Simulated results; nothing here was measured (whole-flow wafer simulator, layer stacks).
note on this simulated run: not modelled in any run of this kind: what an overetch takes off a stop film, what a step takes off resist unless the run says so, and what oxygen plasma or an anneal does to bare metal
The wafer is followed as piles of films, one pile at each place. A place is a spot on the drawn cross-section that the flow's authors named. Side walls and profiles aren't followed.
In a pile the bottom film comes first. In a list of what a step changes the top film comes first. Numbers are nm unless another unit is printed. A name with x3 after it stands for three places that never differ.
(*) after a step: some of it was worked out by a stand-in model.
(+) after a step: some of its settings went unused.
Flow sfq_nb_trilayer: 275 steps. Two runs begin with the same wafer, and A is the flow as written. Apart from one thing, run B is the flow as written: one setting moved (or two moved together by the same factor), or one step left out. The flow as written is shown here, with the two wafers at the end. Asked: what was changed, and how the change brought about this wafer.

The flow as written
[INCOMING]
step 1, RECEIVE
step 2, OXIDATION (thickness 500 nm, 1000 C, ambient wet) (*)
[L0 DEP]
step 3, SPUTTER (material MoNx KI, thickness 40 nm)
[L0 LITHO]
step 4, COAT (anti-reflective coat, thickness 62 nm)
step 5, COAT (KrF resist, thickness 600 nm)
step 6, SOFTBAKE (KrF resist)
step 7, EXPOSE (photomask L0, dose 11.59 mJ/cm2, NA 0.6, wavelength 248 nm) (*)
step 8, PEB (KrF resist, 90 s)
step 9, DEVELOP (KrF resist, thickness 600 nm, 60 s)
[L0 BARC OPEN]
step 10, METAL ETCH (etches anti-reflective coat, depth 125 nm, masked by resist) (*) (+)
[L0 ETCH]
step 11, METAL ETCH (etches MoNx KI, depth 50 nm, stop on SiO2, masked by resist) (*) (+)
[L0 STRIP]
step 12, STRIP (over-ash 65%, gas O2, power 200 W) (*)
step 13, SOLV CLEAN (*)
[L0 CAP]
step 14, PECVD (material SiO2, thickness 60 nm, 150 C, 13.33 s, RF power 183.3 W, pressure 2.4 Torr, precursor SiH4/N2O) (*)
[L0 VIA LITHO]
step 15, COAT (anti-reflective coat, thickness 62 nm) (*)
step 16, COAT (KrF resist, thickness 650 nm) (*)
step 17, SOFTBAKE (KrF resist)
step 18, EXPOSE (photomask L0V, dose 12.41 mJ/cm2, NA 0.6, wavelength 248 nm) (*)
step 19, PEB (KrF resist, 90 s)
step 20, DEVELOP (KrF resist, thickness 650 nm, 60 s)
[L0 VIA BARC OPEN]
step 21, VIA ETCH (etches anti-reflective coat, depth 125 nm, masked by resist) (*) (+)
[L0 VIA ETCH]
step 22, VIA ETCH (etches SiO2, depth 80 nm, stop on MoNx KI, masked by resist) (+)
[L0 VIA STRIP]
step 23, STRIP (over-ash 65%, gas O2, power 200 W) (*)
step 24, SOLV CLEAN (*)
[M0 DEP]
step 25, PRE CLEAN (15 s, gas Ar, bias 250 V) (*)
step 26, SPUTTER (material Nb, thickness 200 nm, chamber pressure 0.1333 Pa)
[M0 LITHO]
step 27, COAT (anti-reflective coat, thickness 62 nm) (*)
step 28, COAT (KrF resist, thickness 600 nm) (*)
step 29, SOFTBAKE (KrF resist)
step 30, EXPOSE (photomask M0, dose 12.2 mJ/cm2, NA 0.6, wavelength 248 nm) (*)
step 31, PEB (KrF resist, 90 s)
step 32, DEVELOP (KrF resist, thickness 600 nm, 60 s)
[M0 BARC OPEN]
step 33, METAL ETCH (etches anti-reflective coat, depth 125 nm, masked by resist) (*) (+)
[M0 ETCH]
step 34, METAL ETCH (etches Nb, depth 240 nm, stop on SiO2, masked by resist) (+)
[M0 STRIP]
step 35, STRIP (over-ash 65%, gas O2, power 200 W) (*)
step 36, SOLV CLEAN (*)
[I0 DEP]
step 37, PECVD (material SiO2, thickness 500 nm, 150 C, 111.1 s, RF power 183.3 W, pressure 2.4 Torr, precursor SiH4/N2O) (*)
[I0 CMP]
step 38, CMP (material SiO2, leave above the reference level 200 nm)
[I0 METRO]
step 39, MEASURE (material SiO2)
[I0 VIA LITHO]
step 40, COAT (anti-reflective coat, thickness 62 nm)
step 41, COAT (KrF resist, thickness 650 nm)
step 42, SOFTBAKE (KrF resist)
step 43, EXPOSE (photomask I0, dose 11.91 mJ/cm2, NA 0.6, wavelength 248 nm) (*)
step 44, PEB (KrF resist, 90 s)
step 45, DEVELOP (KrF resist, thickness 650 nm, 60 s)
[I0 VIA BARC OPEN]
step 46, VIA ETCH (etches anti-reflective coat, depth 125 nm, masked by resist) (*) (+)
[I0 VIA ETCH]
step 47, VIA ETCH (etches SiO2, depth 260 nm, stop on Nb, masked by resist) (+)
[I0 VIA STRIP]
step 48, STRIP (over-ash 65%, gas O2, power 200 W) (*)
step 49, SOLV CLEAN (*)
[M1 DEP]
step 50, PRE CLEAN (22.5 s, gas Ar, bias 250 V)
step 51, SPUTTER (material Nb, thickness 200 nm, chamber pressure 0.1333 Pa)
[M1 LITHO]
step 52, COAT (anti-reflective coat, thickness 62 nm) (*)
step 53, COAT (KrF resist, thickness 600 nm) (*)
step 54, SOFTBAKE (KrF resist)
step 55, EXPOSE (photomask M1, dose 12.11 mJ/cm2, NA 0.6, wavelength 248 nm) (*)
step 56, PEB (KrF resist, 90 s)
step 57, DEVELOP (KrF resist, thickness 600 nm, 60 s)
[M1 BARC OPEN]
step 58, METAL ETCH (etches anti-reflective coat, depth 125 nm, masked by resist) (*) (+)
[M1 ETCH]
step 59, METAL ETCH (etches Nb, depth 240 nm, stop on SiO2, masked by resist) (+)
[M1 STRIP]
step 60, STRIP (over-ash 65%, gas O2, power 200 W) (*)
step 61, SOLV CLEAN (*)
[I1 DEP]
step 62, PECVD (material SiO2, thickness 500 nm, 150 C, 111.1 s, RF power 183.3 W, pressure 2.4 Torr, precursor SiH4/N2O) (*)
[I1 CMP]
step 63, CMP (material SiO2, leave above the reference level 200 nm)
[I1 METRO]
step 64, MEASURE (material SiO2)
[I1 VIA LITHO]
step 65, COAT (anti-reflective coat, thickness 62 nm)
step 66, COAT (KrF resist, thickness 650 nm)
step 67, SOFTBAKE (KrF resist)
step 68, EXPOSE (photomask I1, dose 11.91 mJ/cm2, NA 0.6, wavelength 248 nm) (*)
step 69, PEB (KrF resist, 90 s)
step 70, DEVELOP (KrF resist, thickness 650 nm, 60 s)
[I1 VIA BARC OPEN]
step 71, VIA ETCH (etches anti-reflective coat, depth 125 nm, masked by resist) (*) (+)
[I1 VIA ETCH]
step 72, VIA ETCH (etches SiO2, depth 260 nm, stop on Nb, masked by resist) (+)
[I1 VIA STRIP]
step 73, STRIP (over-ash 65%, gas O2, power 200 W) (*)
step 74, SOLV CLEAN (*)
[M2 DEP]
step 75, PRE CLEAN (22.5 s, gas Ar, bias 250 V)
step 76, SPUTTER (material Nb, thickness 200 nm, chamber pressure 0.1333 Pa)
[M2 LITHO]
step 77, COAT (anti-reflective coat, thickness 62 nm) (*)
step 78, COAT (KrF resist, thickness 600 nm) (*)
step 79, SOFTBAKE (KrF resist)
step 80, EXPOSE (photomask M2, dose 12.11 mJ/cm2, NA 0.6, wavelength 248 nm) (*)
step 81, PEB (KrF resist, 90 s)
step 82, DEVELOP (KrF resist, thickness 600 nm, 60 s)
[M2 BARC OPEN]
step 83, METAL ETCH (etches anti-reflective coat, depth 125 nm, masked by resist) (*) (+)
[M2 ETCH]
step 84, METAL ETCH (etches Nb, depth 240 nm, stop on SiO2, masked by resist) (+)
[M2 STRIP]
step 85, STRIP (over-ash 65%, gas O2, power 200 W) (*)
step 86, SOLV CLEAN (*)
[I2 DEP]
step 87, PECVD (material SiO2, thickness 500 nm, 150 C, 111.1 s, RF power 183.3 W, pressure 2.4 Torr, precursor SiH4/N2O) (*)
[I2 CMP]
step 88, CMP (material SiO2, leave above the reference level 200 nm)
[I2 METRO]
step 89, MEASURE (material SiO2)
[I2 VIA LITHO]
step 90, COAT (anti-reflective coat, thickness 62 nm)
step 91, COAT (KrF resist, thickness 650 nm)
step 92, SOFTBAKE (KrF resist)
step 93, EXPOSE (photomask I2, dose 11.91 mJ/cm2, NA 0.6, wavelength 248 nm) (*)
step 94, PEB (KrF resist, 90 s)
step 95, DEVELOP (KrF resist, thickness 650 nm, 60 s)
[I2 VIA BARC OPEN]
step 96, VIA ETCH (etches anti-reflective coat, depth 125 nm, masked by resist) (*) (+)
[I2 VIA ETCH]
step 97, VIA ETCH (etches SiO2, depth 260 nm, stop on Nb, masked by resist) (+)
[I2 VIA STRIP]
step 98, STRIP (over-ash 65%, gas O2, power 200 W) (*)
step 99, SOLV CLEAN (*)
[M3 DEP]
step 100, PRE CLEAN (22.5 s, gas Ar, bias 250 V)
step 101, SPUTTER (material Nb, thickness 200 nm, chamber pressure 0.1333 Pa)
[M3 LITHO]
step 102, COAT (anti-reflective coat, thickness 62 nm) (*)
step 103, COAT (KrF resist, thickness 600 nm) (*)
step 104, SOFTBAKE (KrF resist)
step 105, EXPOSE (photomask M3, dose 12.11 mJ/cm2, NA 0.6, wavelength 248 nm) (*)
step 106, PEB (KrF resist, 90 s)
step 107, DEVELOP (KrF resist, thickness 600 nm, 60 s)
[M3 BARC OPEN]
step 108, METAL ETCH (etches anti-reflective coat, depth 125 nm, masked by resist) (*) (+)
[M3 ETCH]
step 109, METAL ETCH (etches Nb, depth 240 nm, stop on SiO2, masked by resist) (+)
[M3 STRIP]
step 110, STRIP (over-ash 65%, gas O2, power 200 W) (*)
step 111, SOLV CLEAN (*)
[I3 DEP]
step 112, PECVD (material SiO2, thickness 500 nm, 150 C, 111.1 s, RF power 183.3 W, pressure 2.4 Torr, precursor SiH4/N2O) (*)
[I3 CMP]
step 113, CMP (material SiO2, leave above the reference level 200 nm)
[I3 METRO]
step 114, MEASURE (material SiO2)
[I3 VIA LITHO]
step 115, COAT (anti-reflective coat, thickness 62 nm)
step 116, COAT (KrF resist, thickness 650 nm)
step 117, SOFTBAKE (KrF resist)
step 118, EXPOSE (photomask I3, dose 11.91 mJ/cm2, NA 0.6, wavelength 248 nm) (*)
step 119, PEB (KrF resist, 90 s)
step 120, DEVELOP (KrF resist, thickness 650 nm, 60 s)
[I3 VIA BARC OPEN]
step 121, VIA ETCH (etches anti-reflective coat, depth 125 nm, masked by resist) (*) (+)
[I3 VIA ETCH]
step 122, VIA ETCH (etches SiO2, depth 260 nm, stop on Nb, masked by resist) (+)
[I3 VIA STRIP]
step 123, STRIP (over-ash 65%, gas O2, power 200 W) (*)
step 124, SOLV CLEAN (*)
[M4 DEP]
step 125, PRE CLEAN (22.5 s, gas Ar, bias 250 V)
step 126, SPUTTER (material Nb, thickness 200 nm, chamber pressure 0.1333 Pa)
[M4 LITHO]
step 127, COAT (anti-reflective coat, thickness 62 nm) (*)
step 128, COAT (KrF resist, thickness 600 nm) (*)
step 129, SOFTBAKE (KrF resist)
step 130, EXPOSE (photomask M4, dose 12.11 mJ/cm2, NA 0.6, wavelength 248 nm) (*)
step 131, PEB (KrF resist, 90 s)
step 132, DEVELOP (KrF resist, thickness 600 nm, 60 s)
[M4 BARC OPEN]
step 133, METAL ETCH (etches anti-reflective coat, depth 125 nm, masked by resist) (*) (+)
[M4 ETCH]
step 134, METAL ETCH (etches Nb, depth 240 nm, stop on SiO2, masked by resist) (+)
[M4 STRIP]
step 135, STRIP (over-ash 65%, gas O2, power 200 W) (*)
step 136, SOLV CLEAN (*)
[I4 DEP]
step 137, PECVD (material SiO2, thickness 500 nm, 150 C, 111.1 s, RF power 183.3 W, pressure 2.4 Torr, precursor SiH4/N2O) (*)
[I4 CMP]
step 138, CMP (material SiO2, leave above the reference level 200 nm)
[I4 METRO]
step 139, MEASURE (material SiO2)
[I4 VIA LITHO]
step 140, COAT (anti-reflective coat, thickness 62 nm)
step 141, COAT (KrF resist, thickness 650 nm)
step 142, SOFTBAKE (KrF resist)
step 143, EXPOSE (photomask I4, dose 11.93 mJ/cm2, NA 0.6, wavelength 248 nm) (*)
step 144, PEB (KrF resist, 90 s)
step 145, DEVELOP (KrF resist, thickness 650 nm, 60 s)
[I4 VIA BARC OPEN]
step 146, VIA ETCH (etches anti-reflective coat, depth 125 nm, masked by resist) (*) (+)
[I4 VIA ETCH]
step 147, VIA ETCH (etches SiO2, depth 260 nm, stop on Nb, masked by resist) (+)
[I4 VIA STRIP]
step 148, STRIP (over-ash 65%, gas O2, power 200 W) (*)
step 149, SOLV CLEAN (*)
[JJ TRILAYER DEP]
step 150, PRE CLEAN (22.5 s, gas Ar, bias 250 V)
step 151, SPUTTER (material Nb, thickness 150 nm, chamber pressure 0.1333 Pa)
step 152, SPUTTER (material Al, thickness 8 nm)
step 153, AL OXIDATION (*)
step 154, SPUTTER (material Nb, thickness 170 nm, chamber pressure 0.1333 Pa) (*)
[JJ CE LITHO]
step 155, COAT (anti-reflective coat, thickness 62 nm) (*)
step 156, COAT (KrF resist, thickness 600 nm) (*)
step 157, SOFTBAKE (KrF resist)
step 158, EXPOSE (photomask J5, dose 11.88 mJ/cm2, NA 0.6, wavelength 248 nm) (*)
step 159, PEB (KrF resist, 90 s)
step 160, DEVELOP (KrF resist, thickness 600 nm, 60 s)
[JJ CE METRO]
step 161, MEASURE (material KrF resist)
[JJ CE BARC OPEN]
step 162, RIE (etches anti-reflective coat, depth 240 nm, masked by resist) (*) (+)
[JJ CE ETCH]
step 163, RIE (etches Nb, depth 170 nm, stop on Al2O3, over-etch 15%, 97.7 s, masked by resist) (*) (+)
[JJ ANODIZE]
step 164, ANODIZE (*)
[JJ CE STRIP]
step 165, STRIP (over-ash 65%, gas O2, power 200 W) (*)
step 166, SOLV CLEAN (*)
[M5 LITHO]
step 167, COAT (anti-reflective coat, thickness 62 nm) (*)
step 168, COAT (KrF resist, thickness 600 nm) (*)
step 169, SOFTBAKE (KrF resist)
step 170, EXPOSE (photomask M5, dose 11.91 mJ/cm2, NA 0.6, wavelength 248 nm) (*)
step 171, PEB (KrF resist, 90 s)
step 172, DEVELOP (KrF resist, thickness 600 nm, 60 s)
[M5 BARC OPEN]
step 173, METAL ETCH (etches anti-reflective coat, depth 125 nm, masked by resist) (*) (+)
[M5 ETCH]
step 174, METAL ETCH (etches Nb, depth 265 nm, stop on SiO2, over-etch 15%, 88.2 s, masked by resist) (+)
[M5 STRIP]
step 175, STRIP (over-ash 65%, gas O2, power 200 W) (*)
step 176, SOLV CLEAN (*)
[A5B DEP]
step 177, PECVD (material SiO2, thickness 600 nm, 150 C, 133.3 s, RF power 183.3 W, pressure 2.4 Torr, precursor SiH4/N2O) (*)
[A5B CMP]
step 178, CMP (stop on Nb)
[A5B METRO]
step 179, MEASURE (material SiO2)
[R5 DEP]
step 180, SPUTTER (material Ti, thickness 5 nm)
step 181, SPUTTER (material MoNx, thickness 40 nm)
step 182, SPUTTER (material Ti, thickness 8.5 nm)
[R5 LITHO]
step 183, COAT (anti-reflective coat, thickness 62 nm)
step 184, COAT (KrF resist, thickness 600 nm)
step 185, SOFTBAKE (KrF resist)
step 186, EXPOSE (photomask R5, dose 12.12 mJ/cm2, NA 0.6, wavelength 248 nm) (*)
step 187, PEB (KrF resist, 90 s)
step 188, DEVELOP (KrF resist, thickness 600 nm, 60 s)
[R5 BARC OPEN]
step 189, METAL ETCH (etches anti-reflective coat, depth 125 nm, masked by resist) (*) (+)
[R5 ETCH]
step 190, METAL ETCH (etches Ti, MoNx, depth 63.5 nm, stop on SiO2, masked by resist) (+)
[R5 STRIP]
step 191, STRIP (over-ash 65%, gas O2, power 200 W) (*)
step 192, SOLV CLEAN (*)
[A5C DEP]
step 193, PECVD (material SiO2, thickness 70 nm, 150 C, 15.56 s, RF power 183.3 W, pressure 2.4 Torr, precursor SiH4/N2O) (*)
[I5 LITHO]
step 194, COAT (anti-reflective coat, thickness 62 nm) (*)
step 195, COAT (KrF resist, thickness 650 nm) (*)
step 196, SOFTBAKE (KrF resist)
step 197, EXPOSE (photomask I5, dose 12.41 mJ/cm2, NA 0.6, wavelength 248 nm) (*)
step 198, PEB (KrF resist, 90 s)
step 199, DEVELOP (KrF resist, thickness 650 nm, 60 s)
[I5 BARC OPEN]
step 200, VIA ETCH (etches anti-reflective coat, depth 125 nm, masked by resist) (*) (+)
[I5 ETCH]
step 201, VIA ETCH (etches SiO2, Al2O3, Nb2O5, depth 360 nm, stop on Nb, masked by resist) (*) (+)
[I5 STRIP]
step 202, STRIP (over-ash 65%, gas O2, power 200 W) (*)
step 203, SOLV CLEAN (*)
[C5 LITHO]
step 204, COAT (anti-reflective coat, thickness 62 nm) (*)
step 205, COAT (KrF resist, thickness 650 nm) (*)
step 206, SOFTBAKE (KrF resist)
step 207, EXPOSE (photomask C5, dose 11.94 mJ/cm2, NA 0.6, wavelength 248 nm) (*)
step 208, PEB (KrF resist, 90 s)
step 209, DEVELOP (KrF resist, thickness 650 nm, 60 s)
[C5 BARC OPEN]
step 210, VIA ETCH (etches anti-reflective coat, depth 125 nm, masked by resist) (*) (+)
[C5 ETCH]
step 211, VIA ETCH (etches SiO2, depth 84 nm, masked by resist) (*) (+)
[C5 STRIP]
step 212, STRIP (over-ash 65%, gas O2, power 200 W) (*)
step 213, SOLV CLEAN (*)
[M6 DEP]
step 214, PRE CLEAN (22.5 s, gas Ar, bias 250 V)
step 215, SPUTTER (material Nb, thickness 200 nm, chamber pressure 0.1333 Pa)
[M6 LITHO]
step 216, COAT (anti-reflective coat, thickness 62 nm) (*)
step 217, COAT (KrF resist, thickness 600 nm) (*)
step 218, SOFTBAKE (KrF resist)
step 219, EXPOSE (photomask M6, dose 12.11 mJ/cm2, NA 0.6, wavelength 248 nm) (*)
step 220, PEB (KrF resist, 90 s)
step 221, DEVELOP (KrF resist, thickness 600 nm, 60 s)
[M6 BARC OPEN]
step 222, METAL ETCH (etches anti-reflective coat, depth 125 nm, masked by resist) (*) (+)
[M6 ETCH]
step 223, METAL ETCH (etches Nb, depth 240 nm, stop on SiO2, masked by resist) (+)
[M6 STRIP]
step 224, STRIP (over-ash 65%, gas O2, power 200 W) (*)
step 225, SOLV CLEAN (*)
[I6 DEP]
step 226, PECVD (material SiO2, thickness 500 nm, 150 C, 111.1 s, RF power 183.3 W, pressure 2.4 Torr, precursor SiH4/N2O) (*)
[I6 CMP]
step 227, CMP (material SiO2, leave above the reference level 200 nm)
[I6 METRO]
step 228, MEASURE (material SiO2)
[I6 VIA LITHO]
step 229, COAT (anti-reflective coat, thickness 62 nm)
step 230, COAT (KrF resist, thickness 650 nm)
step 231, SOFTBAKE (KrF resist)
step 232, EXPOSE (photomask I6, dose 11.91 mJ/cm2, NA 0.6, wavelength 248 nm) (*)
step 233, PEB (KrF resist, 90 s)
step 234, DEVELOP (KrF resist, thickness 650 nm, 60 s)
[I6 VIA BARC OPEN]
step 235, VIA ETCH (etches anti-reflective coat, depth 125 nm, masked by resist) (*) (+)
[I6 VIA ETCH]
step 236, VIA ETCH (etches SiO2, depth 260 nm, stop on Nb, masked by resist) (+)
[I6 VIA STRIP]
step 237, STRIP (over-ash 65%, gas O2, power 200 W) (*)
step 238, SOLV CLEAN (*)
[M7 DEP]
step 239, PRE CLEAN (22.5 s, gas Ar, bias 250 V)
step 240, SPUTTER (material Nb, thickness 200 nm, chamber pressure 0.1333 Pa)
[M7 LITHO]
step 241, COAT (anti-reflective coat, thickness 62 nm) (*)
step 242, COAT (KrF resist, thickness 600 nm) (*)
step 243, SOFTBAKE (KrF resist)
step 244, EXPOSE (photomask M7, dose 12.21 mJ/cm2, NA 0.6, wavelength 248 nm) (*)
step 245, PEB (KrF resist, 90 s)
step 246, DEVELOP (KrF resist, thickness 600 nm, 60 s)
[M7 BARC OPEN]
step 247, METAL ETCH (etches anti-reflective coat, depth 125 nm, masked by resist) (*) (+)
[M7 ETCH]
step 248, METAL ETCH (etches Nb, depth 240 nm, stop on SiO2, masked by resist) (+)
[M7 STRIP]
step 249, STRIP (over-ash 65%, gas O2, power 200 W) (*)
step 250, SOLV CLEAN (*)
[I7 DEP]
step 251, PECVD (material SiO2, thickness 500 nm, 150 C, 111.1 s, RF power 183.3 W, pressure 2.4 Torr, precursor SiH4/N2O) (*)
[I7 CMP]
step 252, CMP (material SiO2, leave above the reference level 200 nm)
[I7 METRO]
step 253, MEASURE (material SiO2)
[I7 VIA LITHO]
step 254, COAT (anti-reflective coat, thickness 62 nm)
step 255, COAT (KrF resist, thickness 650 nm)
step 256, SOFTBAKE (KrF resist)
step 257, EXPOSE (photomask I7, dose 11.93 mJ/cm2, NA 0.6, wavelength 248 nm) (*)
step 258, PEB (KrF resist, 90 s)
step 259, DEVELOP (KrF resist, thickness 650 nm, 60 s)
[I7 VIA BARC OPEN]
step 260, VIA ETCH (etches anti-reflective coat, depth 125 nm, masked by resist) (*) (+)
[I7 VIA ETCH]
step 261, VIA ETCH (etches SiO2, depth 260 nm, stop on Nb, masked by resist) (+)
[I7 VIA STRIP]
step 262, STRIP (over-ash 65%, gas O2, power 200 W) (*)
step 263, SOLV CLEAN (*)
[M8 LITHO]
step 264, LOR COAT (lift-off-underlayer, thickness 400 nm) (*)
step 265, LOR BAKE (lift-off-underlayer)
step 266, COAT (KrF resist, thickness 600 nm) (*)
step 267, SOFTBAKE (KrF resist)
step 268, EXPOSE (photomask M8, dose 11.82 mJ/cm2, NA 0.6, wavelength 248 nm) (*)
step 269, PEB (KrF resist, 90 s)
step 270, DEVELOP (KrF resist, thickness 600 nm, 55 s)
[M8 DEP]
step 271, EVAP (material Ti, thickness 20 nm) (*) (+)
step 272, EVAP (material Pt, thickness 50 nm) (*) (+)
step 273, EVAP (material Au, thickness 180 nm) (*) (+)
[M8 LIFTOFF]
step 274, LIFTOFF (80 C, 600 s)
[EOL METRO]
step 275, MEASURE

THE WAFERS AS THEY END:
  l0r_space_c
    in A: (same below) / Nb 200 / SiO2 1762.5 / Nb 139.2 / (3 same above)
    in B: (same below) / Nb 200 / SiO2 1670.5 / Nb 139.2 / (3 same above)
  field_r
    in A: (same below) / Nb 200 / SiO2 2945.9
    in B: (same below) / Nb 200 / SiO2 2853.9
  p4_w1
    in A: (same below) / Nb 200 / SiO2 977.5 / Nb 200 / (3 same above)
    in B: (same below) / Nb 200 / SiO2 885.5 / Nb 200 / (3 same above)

Cause: step 63, CMP: leave above the reference level 108 nm was run, while the flow as written has leave above the reference level 200 nm.

Step by step, how the change led to this:
  step 63, CMP (material SiO2, leave above the reference level 200 nm)
      field_l, be, be_sur and 72 more: A SiO2 loses 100 | B SiO2 loses 192
      v_sur, via_wl, via_wr and 20 more: A SiO2 loses 300 | B SiO2 loses 392
      (and at 8 other places as well)
  step 72, VIA ETCH (etches SiO2, depth 260 nm, stop on Nb, masked by resist) (+)
      field_l, v_sur, via_wl and 102 more: A KrF resist loses 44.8 | B KrF resist loses 27.9
      via_v: A SiO2 loses 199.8 (all of it) | B SiO2 loses 107.8 (all of it)
  step 73, STRIP (over-ash 65%, gas O2, power 200 W) (*)
      field_l, v_sur, via_wl and 102 more: A KrF resist loses 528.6 (all of it), anti-reflective coat loses 62 (all of it) | B KrF resist loses 545.5 (all of it), anti-reflective coat loses 62 (all of it)
  step 76, SPUTTER (material Nb, thickness 200 nm, chamber pressure 0.1333 Pa)
      via_v: A Nb gains 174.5 | B Nb gains 192.8
  step 77, COAT (anti-reflective coat, thickness 62 nm) (*)
      via_sp: A anti-reflective coat gains 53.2 (new film) | B anti-reflective coat gains 52.1 (new film)
      via_v: A anti-reflective coat gains 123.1 (new film) | B anti-reflective coat gains 106.2 (new film)
      (and at 1 other place as well)
  step 78, COAT (KrF resist, thickness 600 nm) (*)
      via_v: A KrF resist gains 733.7 (new film) | B KrF resist gains 654.5 (new film)
  step 85, STRIP (over-ash 65%, gas O2, power 200 W) (*)
      via_sp: A KrF resist loses 374.4 (all of it), anti-reflective coat loses 53.2 (all of it) | B KrF resist loses 382.6 (all of it), anti-reflective coat loses 52.1 (all of it)
      via_v: A KrF resist loses 515.8 (all of it), anti-reflective coat loses 123.1 (all of it) | B KrF resist loses 436.7 (all of it), anti-reflective coat loses 106.2 (all of it)
      (and at 1 other place as well)
  step 87, PECVD (material SiO2, thickness 500 nm, 150 C, 111.1 s, RF power 183.3 W, pressure 2.4 Torr, precursor SiH4/N2O) (*)
      via_v: A SiO2 gains 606 (new film) | B SiO2 gains 500 (new film)
  step 88, CMP (material SiO2, leave above the reference level 200 nm)
      via_v: A SiO2 loses 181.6 | B SiO2 loses 185.9
